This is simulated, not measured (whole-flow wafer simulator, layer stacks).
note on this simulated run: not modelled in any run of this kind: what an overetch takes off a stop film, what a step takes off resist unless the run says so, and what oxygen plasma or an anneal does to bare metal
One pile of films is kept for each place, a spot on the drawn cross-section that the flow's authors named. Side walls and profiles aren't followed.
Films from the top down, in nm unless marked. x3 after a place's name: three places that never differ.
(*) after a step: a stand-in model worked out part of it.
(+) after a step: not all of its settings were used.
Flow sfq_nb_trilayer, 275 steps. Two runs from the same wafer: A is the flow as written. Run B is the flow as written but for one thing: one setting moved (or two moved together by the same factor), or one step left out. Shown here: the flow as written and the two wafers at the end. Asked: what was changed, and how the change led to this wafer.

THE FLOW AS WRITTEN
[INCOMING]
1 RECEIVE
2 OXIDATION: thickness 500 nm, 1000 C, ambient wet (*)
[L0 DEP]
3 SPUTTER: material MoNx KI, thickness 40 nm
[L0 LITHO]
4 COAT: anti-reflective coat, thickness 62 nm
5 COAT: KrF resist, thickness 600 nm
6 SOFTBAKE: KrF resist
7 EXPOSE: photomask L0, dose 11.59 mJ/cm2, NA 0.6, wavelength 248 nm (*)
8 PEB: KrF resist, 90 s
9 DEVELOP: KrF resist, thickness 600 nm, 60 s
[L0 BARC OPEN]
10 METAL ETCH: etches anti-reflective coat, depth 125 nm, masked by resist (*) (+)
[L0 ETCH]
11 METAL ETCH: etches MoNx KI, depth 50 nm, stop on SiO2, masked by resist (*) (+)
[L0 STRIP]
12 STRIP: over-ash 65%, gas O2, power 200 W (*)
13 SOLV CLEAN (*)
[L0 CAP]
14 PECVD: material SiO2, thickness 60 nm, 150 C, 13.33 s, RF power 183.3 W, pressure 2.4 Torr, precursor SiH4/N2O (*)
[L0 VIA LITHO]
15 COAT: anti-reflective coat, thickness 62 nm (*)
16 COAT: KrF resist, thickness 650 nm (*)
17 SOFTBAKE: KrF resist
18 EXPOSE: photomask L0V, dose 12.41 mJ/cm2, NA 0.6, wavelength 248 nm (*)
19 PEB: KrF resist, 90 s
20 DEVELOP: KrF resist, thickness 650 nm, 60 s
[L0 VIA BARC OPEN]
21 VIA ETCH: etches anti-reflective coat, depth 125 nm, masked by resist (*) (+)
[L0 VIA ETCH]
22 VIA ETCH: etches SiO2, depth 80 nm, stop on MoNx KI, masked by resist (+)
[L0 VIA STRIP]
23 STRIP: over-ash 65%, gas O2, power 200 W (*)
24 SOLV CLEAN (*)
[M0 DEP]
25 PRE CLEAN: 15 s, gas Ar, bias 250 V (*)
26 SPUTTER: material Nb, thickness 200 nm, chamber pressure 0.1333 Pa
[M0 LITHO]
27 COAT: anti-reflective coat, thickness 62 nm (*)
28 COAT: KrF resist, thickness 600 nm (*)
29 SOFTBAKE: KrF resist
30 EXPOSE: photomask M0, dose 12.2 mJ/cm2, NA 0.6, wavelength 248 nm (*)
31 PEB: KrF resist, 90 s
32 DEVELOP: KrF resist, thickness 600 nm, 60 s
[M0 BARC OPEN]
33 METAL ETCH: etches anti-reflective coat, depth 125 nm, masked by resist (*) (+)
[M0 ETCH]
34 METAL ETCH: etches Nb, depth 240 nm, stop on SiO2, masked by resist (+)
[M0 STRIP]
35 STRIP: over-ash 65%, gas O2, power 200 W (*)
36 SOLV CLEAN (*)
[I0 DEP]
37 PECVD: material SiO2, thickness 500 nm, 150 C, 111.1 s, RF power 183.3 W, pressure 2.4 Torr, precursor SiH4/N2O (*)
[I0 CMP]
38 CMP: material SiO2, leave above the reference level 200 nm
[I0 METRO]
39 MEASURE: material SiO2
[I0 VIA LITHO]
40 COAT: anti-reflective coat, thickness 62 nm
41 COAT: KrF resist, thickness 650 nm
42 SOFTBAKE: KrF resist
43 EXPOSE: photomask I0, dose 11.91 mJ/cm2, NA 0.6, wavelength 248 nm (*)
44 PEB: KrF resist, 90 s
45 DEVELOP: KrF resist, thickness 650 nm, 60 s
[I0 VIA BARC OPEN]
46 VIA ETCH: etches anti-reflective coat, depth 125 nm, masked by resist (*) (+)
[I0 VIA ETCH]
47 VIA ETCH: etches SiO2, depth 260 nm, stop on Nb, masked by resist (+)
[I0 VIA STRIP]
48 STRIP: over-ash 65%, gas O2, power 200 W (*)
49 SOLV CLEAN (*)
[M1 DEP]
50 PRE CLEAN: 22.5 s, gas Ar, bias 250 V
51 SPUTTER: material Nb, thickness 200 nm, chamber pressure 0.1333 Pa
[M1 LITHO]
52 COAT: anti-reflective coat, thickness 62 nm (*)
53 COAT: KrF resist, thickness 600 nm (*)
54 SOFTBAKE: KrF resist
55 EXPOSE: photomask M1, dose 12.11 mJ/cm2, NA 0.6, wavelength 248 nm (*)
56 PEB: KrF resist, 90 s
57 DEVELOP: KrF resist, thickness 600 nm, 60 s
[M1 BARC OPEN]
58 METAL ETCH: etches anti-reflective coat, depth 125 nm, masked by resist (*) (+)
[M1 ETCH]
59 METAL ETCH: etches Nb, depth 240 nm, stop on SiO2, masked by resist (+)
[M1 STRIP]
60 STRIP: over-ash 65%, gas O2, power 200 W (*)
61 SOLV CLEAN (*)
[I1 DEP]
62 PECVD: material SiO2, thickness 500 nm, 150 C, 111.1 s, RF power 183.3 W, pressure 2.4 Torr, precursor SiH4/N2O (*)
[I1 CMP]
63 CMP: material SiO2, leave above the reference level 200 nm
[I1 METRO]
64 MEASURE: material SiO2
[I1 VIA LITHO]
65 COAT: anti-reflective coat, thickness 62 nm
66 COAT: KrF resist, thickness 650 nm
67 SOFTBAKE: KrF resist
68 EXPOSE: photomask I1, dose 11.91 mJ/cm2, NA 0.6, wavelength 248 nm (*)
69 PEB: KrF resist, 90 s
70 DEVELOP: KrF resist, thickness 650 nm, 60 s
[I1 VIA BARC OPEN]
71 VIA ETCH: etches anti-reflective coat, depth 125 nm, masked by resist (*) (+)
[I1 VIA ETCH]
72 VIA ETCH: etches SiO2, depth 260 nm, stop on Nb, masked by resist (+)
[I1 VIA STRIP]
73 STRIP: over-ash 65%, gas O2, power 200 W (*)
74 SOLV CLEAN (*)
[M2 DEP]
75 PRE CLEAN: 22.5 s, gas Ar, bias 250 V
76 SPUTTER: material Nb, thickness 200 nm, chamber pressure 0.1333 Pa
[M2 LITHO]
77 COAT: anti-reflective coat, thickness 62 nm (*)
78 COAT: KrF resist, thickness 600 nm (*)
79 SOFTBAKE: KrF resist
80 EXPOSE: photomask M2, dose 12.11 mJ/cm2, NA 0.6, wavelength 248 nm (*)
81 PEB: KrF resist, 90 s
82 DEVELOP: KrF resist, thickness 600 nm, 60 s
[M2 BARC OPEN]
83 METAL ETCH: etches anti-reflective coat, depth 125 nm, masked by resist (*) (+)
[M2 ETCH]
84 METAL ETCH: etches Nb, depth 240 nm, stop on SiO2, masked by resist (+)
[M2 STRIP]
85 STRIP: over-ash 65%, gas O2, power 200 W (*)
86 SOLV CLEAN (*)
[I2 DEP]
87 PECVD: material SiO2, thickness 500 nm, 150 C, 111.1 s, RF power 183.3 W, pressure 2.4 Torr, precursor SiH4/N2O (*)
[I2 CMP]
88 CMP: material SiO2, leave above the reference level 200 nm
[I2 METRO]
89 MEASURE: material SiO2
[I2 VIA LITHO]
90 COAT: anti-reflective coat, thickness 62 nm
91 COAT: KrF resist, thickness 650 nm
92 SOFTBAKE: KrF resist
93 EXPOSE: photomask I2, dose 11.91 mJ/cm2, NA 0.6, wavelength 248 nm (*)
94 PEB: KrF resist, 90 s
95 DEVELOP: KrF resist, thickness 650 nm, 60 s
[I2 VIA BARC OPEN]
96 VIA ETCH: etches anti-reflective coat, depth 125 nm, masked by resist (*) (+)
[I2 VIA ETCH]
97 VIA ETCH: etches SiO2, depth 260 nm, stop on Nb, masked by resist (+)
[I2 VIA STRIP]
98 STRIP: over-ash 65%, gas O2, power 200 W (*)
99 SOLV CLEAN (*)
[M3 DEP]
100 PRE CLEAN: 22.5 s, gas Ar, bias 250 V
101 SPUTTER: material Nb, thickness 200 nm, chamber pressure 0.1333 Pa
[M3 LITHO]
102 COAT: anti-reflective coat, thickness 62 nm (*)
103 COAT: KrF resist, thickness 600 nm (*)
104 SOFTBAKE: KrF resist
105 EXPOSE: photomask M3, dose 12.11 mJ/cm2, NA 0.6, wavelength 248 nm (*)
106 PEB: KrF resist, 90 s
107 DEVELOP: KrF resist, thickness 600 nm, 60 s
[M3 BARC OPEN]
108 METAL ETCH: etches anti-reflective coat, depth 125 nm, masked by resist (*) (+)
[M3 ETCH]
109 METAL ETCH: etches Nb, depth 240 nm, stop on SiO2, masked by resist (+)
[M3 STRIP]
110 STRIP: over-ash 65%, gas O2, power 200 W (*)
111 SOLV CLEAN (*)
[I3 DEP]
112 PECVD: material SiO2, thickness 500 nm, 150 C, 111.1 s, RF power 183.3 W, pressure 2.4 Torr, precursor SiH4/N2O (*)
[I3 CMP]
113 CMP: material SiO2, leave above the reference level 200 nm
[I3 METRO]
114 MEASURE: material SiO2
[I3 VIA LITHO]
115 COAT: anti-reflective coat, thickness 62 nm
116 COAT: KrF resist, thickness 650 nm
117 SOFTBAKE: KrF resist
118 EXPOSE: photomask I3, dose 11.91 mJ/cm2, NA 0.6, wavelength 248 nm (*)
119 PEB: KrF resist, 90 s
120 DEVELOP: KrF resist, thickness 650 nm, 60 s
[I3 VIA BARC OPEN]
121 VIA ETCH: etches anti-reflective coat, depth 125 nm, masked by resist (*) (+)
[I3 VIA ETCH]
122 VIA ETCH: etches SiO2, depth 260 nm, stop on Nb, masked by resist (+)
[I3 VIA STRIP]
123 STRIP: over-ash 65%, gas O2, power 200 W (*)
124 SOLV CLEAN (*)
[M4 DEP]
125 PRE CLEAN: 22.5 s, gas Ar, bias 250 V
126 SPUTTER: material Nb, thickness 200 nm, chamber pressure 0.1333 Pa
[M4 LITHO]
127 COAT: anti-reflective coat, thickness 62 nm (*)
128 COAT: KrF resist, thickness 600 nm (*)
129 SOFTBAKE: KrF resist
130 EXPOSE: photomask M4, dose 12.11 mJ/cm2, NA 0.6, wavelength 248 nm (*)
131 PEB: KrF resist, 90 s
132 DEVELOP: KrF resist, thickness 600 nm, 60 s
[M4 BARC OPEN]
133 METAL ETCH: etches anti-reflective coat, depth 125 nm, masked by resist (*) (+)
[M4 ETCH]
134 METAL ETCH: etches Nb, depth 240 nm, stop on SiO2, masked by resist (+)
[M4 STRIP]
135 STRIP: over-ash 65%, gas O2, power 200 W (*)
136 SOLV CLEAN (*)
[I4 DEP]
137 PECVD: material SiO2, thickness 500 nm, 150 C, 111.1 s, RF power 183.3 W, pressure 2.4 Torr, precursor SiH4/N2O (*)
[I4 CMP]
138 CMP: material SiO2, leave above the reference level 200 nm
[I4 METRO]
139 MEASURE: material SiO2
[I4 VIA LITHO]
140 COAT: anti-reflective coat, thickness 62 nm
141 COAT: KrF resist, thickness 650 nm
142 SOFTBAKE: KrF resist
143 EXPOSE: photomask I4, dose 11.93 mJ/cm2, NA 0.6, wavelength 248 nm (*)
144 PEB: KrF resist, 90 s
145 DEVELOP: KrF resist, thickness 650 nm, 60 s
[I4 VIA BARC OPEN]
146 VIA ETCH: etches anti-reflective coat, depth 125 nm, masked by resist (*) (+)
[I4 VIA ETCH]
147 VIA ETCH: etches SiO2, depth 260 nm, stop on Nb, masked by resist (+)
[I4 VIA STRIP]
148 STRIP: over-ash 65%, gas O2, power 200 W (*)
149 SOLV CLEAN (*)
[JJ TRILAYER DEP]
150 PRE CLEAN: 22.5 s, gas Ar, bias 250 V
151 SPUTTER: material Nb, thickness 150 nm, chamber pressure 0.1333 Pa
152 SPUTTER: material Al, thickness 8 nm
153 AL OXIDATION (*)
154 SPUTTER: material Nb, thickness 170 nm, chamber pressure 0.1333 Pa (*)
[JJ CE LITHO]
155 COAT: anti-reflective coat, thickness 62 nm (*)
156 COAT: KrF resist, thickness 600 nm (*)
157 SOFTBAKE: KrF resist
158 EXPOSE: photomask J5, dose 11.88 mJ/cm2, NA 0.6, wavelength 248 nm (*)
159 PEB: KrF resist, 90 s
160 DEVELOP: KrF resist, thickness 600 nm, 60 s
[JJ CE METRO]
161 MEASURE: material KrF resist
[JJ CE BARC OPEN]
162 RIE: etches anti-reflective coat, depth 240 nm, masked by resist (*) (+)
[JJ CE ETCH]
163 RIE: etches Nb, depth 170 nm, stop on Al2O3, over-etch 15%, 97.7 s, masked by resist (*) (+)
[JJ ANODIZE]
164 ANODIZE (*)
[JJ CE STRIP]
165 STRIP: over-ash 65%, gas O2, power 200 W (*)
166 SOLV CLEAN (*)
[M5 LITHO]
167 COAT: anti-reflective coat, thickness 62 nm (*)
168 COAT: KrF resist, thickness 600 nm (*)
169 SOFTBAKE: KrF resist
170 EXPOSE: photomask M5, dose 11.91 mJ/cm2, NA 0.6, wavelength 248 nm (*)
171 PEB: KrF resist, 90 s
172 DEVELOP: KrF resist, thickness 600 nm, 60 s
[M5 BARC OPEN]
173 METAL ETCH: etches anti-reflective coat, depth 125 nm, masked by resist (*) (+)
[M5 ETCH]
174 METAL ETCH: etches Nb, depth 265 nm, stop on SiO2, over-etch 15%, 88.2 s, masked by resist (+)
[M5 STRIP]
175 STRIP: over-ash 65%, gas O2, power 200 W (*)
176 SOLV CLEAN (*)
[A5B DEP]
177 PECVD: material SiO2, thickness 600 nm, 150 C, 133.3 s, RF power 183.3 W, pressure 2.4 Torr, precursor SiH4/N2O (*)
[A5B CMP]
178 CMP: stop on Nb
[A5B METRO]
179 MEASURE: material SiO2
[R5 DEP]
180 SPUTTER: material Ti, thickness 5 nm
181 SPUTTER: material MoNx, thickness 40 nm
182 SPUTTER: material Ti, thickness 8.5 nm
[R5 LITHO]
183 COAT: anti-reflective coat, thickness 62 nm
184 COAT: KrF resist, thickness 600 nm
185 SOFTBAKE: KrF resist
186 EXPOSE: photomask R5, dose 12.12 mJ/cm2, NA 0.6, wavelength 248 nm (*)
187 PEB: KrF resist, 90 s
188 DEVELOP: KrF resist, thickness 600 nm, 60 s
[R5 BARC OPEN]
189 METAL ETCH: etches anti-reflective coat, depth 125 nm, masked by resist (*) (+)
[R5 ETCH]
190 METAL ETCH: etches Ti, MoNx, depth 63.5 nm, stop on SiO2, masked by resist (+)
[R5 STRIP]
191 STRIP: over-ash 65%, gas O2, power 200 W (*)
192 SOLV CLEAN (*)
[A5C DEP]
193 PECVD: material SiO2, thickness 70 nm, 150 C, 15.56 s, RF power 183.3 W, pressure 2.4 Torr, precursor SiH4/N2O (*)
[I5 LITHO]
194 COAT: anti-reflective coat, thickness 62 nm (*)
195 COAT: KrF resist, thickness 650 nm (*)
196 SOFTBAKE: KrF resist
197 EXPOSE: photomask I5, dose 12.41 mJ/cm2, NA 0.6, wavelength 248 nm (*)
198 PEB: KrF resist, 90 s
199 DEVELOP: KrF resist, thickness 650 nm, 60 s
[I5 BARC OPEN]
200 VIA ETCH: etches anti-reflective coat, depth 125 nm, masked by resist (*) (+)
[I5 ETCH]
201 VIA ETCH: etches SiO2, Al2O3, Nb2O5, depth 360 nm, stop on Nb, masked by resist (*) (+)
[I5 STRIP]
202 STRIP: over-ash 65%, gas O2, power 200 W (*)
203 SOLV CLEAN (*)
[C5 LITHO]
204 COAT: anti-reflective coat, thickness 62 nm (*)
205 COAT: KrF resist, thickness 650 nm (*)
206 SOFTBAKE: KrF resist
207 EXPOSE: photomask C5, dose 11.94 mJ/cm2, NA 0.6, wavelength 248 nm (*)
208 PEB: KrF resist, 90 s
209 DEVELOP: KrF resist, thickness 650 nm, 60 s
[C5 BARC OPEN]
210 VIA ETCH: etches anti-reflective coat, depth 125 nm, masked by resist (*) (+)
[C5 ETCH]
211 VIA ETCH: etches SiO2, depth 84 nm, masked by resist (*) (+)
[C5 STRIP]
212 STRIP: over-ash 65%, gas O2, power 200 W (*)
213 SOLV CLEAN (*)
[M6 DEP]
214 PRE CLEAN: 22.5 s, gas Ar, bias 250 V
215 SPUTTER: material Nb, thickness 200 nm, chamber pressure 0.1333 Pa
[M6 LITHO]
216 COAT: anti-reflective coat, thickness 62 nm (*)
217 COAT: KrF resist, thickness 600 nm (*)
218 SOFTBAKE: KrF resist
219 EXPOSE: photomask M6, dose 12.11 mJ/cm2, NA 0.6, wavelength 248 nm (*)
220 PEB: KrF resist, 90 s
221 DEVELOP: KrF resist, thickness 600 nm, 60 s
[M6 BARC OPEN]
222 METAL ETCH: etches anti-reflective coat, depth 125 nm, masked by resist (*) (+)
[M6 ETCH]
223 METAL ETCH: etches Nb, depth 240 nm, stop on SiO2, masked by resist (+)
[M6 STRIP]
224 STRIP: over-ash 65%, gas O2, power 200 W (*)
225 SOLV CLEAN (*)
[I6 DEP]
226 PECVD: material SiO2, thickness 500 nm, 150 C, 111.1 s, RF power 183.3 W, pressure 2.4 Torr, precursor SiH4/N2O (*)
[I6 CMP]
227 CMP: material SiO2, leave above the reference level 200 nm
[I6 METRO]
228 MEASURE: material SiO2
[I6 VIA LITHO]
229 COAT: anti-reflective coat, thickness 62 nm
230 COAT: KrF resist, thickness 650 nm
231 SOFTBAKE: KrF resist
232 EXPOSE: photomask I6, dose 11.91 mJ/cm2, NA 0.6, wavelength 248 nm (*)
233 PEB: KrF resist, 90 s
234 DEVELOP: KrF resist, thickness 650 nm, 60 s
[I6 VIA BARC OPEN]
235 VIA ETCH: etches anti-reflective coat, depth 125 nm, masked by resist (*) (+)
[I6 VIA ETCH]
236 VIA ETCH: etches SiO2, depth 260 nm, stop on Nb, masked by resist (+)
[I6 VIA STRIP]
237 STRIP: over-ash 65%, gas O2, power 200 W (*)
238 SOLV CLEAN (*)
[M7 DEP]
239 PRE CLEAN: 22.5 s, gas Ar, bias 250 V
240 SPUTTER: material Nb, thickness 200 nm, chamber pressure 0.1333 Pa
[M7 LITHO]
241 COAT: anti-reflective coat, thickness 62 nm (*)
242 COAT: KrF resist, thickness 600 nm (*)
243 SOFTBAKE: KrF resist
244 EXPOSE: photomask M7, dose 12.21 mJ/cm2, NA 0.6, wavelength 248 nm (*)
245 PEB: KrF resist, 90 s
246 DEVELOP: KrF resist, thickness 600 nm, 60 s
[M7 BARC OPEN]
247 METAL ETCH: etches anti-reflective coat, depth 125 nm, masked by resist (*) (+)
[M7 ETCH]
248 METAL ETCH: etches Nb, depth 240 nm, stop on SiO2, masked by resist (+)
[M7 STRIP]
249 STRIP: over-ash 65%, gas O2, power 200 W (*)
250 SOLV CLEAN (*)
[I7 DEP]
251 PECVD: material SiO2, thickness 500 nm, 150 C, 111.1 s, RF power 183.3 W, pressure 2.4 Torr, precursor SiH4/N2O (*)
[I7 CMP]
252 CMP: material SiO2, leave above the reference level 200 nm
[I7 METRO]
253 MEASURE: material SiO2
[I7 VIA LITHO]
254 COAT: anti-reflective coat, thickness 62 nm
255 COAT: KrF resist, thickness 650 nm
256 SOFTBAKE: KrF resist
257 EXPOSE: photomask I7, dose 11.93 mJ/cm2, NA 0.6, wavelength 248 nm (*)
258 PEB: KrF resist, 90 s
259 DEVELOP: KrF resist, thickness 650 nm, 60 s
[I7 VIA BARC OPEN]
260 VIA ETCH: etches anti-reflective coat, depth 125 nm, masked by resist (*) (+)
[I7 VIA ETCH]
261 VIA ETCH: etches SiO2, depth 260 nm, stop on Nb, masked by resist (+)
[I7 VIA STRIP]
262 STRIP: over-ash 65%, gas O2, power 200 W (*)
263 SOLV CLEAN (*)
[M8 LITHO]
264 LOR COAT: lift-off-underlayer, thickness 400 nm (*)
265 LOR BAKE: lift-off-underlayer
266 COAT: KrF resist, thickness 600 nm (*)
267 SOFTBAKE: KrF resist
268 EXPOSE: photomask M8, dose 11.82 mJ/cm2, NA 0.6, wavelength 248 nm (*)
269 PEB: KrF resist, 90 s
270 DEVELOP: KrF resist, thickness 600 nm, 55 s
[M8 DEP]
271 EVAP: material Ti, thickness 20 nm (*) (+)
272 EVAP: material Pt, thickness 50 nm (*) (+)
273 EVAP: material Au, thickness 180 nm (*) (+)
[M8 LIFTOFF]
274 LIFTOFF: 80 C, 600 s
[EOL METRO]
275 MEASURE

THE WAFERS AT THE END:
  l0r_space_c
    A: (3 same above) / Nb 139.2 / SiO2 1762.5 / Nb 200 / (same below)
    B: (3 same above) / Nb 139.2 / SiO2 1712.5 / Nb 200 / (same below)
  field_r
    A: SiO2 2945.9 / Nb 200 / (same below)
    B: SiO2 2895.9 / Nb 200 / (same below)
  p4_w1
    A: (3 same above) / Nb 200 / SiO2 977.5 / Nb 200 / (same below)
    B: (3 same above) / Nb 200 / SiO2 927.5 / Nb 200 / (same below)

The cause: step 38, CMP: leave above the reference level 150 nm was run, where the flow has leave above the reference level 200 nm.

How the change led to this, step by step:
  38 CMP: material SiO2, leave above the reference level 200 nm
      v_sur, via_wl, via_w and 94 more: A SiO2 -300 | B SiO2 -350
      field_l, l0_sur, l0r_line_l, l0r_line_c, l0r_line_r: A SiO2 -340 | B SiO2 -390
      (and at 4 more places)
  47 VIA ETCH: etches SiO2, depth 260 nm, stop on Nb, masked by resist (+)
      field_l, v_sur, via_wl and 102 more: A KrF resist -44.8 | B KrF resist -38.8
      via_w: A SiO2 -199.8 (all of it) | B SiO2 -149.8 (all of it)
  51 SPUTTER: material Nb, thickness 200 nm, chamber pressure 0.1333 Pa
      via_w: A Nb +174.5 | B Nb +184.7
  52 COAT: anti-reflective coat, thickness 62 nm (*)
      via_wl: A anti-reflective coat +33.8 (new film) | B anti-reflective coat +36 (new film)
      via_w: A anti-reflective coat +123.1 (new film) | B anti-reflective coat +111.3 (new film)
  53 COAT: KrF resist, thickness 600 nm (*)
      via_w: A KrF resist +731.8 (new film) | B KrF resist +691.2 (new film)
  60 STRIP: over-ash 65%, gas O2, power 200 W (*)
      via_wl: A KrF resist -385.5 (all of it), anti-reflective coat -33.8 (all of it) | B KrF resist -389.4 (all of it), anti-reflective coat -36 (all of it)
      via_w: A KrF resist -513.8 (all of it), anti-reflective coat -123.1 (all of it) | B KrF resist -473.4 (all of it), anti-reflective coat -111.3 (all of it)
  62 PECVD: material SiO2, thickness 500 nm, 150 C, 111.1 s, RF power 183.3 W, pressure 2.4 Torr, precursor SiH4/N2O (*)
      via_w: A SiO2 +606 (new film) | B SiO2 +521.3 (new film)
  63 CMP: material SiO2, leave above the reference level 200 nm
      via_w: A SiO2 -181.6 | B SiO2 -157.1
